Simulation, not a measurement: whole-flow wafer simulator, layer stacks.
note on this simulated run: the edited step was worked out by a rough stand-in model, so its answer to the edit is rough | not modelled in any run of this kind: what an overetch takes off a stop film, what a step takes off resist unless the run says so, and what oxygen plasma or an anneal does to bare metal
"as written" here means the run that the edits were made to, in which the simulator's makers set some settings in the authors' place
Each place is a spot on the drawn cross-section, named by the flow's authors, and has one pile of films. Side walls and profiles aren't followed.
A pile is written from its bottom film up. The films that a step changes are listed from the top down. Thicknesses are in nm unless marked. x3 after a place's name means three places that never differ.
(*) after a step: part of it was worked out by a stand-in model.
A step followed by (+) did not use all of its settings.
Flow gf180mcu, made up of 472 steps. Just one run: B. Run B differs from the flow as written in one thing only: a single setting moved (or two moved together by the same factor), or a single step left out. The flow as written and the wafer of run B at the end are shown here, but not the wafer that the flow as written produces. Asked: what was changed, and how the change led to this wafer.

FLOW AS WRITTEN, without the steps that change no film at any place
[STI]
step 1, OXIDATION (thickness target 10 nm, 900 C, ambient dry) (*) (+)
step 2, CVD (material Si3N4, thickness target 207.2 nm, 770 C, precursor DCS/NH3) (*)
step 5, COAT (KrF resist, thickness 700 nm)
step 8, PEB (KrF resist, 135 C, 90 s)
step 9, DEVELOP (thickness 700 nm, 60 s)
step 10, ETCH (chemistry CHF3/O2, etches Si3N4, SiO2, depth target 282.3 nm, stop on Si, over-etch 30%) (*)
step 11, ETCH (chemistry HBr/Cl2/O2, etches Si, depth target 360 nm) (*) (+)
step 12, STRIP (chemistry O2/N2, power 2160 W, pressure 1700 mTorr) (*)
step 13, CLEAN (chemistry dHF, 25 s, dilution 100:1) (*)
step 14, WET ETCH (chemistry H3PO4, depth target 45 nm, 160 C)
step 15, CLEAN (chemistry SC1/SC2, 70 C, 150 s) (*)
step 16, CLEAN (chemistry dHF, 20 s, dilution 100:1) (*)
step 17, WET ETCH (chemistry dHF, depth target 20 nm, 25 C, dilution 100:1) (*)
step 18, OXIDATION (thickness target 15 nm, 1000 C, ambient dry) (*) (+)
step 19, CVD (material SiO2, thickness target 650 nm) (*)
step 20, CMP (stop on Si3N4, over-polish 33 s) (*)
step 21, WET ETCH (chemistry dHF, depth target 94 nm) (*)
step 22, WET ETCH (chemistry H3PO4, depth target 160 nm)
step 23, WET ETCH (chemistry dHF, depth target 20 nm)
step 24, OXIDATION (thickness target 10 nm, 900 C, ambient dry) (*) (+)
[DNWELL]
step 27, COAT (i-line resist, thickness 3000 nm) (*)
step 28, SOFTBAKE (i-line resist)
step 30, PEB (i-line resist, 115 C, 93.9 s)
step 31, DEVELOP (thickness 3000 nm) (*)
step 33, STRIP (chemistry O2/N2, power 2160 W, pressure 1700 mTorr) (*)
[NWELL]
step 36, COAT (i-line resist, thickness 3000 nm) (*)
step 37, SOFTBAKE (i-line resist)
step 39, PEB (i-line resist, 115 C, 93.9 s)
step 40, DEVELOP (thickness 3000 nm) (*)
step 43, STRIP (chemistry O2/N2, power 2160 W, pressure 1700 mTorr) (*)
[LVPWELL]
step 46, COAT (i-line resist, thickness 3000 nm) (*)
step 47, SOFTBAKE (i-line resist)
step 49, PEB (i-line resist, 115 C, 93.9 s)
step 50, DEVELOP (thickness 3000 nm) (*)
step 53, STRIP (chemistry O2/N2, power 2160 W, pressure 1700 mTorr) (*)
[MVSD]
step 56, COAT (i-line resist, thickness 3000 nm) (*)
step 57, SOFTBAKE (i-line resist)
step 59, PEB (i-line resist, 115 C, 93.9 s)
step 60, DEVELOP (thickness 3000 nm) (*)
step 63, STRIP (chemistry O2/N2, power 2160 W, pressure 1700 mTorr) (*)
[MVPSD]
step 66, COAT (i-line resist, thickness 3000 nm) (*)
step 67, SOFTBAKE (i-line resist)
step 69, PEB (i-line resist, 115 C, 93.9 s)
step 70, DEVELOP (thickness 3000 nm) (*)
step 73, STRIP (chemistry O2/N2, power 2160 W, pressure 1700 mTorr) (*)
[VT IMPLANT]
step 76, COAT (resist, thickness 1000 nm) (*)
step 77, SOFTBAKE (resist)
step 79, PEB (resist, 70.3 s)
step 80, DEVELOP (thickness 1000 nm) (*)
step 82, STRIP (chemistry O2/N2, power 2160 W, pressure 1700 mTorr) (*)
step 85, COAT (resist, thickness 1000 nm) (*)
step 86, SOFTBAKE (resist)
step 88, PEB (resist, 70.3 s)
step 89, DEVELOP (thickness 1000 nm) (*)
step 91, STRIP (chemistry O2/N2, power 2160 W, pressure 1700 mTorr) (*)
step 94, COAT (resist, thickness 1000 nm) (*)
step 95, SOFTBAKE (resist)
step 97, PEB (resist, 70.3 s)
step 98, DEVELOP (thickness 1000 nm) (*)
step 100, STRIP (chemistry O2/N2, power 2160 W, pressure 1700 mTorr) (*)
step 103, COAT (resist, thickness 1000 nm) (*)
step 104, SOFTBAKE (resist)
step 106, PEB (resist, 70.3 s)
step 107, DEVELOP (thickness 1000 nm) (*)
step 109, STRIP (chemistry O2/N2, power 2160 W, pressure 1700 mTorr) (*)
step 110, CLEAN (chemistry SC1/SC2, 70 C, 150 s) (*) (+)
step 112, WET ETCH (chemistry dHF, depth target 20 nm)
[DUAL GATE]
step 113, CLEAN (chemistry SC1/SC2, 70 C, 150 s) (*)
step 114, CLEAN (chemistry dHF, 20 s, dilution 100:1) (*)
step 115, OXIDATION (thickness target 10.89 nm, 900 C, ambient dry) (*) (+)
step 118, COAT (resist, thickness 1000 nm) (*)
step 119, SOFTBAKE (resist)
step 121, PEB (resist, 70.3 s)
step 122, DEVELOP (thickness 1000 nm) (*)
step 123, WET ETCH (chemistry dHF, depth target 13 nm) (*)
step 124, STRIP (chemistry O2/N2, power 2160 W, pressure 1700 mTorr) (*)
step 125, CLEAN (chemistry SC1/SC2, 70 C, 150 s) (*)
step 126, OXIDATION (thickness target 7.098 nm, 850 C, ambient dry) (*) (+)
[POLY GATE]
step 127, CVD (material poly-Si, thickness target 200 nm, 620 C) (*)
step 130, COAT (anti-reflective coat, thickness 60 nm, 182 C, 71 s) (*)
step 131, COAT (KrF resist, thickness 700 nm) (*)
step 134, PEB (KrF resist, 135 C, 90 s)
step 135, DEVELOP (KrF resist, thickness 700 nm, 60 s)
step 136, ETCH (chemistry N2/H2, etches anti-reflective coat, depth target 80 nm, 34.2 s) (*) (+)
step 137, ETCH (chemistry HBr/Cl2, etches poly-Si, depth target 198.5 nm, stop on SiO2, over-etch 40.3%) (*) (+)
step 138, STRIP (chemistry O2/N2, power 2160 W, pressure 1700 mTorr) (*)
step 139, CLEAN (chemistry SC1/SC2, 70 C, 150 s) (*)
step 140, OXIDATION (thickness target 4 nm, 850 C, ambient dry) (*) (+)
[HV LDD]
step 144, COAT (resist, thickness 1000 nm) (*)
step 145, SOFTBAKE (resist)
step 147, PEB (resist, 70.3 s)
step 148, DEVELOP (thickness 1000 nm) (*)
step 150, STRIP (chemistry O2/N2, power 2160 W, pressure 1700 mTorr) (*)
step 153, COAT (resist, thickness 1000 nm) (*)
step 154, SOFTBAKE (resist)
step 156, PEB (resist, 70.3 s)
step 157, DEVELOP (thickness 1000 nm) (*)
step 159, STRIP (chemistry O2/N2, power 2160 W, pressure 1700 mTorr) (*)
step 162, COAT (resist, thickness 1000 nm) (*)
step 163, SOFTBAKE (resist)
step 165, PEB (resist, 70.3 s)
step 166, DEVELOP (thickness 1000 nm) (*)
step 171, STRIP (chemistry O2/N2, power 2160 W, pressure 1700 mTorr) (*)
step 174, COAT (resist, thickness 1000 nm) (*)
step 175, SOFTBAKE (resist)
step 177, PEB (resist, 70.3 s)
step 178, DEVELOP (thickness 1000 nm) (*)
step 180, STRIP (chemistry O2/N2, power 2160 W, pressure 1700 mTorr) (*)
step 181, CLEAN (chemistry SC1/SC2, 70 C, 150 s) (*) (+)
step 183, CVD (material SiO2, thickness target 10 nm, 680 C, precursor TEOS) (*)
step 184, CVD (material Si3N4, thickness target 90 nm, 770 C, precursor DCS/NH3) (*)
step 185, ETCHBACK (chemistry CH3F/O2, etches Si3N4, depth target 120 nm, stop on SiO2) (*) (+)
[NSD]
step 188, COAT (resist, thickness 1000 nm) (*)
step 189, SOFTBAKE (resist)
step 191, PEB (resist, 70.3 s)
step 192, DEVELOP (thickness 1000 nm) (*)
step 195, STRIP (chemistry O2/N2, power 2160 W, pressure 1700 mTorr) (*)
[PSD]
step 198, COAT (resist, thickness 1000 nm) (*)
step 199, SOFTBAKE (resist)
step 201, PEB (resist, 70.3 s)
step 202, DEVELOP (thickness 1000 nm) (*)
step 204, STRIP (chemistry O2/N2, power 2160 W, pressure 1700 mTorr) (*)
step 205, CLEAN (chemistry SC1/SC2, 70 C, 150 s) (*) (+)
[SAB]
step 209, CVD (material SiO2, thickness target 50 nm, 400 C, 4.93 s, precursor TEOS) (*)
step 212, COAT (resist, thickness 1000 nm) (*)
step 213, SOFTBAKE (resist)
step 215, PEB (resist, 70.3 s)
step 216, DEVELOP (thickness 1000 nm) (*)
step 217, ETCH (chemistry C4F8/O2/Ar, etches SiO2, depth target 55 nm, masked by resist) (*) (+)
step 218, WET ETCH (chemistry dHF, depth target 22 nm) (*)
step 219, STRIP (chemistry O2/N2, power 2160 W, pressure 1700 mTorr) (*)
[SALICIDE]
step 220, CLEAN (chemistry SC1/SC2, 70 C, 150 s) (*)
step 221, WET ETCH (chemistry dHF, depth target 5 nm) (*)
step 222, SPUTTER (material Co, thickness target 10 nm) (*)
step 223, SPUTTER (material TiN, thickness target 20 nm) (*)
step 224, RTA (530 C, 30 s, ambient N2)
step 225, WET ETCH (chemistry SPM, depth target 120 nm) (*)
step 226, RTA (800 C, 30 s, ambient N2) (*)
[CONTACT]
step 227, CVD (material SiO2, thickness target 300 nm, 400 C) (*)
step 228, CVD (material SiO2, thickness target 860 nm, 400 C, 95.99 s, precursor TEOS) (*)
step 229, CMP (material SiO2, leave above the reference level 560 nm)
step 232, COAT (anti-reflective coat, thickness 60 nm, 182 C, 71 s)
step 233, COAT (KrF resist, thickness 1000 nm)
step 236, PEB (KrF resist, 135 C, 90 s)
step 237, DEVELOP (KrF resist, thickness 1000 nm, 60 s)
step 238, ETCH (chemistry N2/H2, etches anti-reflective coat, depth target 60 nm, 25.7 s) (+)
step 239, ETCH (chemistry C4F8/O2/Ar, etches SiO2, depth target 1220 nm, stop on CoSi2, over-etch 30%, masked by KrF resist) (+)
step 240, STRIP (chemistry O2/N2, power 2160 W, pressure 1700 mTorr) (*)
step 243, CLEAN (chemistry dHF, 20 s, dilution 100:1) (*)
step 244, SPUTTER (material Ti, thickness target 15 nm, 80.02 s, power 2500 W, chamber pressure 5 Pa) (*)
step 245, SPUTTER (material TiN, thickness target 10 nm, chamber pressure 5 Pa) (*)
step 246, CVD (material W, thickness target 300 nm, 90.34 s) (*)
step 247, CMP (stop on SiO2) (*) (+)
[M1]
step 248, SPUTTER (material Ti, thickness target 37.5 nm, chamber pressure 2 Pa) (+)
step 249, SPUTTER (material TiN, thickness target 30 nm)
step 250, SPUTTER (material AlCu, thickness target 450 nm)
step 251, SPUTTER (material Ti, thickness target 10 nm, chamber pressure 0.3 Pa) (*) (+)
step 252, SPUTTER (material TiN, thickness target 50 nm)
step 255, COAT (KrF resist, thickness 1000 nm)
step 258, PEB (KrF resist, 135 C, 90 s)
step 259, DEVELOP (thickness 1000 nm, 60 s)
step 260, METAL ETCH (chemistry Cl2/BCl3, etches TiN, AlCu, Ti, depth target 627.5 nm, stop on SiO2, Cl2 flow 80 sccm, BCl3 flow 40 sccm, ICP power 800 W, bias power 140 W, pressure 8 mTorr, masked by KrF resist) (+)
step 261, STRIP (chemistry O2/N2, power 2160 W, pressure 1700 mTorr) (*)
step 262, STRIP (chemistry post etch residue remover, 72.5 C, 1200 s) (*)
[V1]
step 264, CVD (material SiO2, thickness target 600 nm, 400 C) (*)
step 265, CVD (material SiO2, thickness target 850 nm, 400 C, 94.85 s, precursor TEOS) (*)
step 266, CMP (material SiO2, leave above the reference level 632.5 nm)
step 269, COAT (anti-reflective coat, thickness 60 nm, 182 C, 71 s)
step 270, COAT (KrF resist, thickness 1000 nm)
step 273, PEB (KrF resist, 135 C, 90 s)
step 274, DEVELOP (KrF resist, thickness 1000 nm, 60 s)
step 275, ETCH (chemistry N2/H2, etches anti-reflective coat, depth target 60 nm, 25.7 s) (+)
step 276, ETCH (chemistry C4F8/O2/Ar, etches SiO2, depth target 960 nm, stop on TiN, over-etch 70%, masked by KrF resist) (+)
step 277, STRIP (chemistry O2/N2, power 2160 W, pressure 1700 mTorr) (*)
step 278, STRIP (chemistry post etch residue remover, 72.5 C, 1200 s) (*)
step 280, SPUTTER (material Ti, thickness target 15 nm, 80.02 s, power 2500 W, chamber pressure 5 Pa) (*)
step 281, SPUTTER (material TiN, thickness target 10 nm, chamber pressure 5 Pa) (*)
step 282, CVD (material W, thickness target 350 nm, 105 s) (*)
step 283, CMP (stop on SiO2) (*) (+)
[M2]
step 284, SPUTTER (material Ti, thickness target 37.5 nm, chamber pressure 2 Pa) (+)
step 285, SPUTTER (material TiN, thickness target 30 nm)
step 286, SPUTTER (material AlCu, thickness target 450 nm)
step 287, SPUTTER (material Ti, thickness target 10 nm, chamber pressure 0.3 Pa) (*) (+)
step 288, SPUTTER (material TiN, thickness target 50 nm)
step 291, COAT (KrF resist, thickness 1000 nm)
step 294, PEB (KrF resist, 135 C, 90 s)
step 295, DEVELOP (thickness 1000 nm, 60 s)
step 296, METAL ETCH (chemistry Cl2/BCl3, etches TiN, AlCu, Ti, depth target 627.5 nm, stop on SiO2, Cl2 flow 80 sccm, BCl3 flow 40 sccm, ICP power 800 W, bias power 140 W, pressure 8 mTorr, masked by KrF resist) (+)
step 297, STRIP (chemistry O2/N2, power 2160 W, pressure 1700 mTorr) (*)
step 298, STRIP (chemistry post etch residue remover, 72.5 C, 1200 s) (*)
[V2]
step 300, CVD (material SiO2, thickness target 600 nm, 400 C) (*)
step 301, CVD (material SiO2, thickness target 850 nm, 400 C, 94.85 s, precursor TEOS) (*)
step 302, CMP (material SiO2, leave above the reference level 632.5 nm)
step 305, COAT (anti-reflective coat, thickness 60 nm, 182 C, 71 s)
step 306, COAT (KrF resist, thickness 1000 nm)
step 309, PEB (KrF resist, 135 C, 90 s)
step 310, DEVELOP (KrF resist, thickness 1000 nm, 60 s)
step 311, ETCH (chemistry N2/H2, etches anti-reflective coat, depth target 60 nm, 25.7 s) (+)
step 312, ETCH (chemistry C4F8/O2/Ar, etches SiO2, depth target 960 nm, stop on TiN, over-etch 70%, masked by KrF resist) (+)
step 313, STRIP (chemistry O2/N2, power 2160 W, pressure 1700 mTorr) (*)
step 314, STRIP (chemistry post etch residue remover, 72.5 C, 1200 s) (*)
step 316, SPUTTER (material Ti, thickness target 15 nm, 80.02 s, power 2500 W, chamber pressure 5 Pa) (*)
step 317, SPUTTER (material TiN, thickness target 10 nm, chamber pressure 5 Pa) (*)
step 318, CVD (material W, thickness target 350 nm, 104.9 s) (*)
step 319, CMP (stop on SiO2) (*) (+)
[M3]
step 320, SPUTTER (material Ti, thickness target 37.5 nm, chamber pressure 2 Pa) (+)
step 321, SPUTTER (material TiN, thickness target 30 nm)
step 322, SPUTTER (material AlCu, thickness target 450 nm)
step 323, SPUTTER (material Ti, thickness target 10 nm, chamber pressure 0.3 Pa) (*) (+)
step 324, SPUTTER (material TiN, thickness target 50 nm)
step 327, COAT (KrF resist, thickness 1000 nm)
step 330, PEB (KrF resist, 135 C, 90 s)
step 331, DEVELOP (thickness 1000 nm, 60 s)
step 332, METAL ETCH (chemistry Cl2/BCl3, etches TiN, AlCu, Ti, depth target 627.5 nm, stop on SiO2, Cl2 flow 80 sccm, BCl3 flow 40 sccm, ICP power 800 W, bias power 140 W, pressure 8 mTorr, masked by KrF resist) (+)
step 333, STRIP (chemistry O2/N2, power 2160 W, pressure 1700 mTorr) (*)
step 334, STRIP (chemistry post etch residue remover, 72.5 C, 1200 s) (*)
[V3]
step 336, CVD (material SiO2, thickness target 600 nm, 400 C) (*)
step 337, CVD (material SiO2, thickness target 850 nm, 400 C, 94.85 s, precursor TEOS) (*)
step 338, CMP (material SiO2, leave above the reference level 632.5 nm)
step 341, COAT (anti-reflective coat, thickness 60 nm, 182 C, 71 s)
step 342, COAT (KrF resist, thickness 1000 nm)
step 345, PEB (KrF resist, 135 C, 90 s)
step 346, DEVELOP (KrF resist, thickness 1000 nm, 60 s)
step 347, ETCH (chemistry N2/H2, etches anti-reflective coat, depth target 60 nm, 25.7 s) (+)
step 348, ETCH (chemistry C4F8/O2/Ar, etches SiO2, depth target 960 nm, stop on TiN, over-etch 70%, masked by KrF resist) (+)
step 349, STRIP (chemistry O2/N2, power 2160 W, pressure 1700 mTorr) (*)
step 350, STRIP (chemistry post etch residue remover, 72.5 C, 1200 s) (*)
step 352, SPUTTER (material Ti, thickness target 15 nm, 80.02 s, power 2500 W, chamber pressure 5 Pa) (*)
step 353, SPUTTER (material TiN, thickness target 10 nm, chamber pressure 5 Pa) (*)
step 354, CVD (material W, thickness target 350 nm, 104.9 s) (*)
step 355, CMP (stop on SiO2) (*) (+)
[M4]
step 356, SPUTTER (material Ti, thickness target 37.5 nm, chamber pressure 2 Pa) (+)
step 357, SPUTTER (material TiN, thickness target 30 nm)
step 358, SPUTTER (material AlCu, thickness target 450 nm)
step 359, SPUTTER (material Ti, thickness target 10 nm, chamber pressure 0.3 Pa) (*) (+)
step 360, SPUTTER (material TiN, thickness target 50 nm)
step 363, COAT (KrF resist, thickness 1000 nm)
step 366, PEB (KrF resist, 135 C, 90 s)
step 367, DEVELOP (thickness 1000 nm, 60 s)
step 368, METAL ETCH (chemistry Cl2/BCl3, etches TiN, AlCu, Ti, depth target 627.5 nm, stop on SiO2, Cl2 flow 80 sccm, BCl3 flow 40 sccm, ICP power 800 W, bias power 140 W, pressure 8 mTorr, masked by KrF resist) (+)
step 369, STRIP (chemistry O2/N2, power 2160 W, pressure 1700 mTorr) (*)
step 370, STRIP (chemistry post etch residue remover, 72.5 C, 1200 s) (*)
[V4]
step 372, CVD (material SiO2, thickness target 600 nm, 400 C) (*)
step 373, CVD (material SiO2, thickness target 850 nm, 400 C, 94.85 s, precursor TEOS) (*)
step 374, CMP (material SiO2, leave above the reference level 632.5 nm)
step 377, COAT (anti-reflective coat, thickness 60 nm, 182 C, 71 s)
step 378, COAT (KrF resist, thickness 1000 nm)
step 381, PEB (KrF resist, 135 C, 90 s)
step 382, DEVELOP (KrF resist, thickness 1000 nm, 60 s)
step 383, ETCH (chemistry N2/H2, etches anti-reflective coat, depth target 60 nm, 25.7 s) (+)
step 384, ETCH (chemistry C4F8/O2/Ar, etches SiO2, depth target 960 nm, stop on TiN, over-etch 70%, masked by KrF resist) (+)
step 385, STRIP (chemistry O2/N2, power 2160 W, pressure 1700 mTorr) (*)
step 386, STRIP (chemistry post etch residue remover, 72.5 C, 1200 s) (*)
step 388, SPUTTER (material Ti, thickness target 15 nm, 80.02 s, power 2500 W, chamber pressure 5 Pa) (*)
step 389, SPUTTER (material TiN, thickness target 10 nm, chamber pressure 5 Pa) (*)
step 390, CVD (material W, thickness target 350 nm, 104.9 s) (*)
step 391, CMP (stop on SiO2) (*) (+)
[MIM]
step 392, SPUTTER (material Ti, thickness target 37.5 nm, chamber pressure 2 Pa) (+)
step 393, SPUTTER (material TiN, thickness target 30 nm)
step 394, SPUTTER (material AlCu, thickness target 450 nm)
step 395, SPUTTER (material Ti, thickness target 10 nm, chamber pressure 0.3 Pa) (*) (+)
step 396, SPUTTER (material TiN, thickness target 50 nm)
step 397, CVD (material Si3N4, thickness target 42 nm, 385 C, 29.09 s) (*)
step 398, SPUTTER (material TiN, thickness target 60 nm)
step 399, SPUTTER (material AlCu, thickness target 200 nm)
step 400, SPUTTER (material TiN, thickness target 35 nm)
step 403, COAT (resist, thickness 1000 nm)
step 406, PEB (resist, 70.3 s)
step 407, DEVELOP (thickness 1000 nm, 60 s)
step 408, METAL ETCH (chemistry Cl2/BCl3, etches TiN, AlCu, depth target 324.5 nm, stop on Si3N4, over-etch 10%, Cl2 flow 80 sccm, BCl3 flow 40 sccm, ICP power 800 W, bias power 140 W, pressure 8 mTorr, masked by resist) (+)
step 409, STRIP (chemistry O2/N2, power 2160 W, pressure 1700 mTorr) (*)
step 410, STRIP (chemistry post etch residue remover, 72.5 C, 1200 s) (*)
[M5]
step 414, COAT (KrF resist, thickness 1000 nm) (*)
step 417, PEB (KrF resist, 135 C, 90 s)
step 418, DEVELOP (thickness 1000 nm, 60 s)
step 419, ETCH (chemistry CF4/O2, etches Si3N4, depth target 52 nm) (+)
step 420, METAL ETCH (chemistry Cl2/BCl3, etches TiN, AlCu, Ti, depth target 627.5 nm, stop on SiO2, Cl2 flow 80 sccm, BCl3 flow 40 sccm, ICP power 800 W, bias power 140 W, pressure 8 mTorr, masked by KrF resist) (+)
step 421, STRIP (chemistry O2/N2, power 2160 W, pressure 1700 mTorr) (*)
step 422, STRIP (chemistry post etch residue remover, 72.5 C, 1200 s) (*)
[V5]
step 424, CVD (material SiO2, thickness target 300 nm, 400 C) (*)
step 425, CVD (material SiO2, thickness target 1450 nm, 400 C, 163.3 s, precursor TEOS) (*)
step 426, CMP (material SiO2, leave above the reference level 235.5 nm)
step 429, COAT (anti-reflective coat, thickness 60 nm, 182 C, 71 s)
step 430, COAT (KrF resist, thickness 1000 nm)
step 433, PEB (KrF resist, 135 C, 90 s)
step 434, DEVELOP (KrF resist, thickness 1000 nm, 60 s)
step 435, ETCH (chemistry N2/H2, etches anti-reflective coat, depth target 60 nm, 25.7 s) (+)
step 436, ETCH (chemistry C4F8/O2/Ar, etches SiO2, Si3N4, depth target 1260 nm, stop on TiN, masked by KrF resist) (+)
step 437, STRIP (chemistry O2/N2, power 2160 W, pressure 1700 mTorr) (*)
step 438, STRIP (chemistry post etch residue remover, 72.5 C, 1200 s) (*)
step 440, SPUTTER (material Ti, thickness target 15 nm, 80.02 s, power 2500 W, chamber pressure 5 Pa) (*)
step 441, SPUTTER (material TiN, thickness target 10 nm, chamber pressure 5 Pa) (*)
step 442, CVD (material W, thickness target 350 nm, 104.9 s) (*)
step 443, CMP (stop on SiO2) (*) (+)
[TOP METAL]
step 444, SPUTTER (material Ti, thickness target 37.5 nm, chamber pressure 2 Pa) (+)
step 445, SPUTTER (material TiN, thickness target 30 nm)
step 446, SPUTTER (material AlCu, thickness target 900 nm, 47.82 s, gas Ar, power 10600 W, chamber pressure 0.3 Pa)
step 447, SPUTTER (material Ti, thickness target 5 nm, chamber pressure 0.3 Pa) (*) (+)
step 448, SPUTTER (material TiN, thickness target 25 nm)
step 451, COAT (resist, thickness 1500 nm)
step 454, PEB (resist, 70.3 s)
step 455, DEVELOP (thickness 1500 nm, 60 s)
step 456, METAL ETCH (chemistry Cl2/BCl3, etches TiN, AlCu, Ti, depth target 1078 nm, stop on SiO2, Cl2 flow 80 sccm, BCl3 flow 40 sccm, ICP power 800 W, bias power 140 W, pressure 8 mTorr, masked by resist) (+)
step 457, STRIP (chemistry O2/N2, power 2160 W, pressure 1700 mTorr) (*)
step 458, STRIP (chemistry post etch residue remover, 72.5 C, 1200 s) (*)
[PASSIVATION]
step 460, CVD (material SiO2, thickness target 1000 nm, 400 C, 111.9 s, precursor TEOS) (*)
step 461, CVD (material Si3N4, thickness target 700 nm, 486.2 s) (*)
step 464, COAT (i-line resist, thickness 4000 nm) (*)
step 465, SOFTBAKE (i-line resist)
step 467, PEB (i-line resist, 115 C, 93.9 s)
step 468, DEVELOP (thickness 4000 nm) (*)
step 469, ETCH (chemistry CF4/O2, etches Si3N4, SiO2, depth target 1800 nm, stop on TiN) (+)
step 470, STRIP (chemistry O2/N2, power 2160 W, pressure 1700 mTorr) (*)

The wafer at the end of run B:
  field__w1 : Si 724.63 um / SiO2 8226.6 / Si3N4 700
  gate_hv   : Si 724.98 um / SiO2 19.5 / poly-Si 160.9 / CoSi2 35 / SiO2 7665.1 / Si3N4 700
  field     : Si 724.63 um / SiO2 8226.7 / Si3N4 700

Cause: step 115, OXIDATION: thickness target 16.66 nm was run, whereas the flow has thickness target 10.89 nm.

The path from the change to this, step by step:
  step 115, OXIDATION (thickness target 10.89 nm, 900 C, ambient dry) (*) (+)
      active, n_well, p_well and 40 more: +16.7 SiO2 (new film), -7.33 Si (it would be, as written: +10.9 SiO2 (new film), -4.79 Si)
      sti, mim_1p0, pad and 19 more: +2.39 SiO2, -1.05 Si (it would be, as written: +1.22 SiO2, -0.54 Si)
      (also at 27 further places)
  step 123, WET ETCH (chemistry dHF, depth target 13 nm) (*)
      active, n_well, p_well and 12 more: -13 SiO2 (it would be, as written: -10.9 SiO2 (all of it))
  step 124, STRIP (chemistry O2/N2, power 2160 W, pressure 1700 mTorr) (*)
      active, n_well, p_well and 12 more: nothing (it would be, as written: +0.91 chemical SiO2 (new film), -0.4 Si)
  step 126, OXIDATION (thickness target 7.098 nm, 850 C, ambient dry) (*) (+)
      active, n_well, p_well and 12 more: +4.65 SiO2, -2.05 Si (it would be, as written: +7.1 SiO2 (new film), -0.76 chemical SiO2 (all of it), -2.79 Si)
      gate_hv, active_hv, active_nat and 25 more: +3.21 SiO2, -1.41 Si (it would be, as written: +3.72 SiO2, -1.64 Si)
  step 130, COAT (anti-reflective coat, thickness 60 nm, 182 C, 71 s) (*)
      p_well, spacer, sd_n: +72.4 anti-reflective coat (new film) (it would be, as written: +70.9 anti-reflective coat (new film))
      ld_fp_p, ld_drift_p: +49.1 anti-reflective coat (new film) (it would be, as written: +47.8 anti-reflective coat (new film))
      (also at 11 further places)
  step 136, ETCH (chemistry N2/H2, etches anti-reflective coat, depth target 80 nm, 34.2 s) (*) (+)
      p_well, spacer, sd_n: -72.4 anti-reflective coat (all of it), -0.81 poly-Si (it would be, as written: -70.9 anti-reflective coat (all of it), -0.85 poly-Si)
      field__w6: -56.6 anti-reflective coat (all of it), -1.22 poly-Si (it would be, as written: -55.2 anti-reflective coat (all of it), -1.25 poly-Si)
      (also at 7 further places)
  step 138, STRIP (chemistry O2/N2, power 2160 W, pressure 1700 mTorr) (*)
      ld_fp_n: +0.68 chemical SiO2 (new film), -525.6 KrF resist (all of it), -49.1 anti-reflective coat (all of it), -0.3 poly-Si (it would be, as written: +0.68 chemical SiO2 (new film), -525.6 KrF resist (all of it), -48.1 anti-reflective coat (all of it), -0.3 poly-Si)
      ld_fp_p: +0.68 chemical SiO2 (new film), -525.9 KrF resist (all of it), -49.1 anti-reflective coat (all of it), -0.3 poly-Si (it would be, as written: +0.68 chemical SiO2 (new film), -526.2 KrF resist (all of it), -47.8 anti-reflective coat (all of it), -0.3 poly-Si)
      (also at 3 further places)
  step 189, SOFTBAKE (resist)
      field__w9: -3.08 resist (it would be, as written: +6.92 resist)
      active_nat: +9.32 resist (it would be, as written: +5.49 resist)
  step 199, SOFTBAKE (resist)
      field__w9: -3.08 resist (it would be, as written: +6.92 resist)
      active_nat: +9.32 resist (it would be, as written: +5.49 resist)
  step 218, WET ETCH (chemistry dHF, depth target 22 nm) (*)
      active, p_well, sd_n, iso_ptap_pw, iso_ntap_nw, iso_ptap_sub, vpnp_e: -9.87 SiO2 (all of it) (it would be, as written: -9.01 SiO2 (all of it))
      ldn_tap, ldn_src, ldn_drn, ldp_tap, ldp_src, ldp_drn, ldp_gr: -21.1 SiO2 (all of it) (it would be, as written: -16 SiO2 (all of it))
      (also at 9 further places)
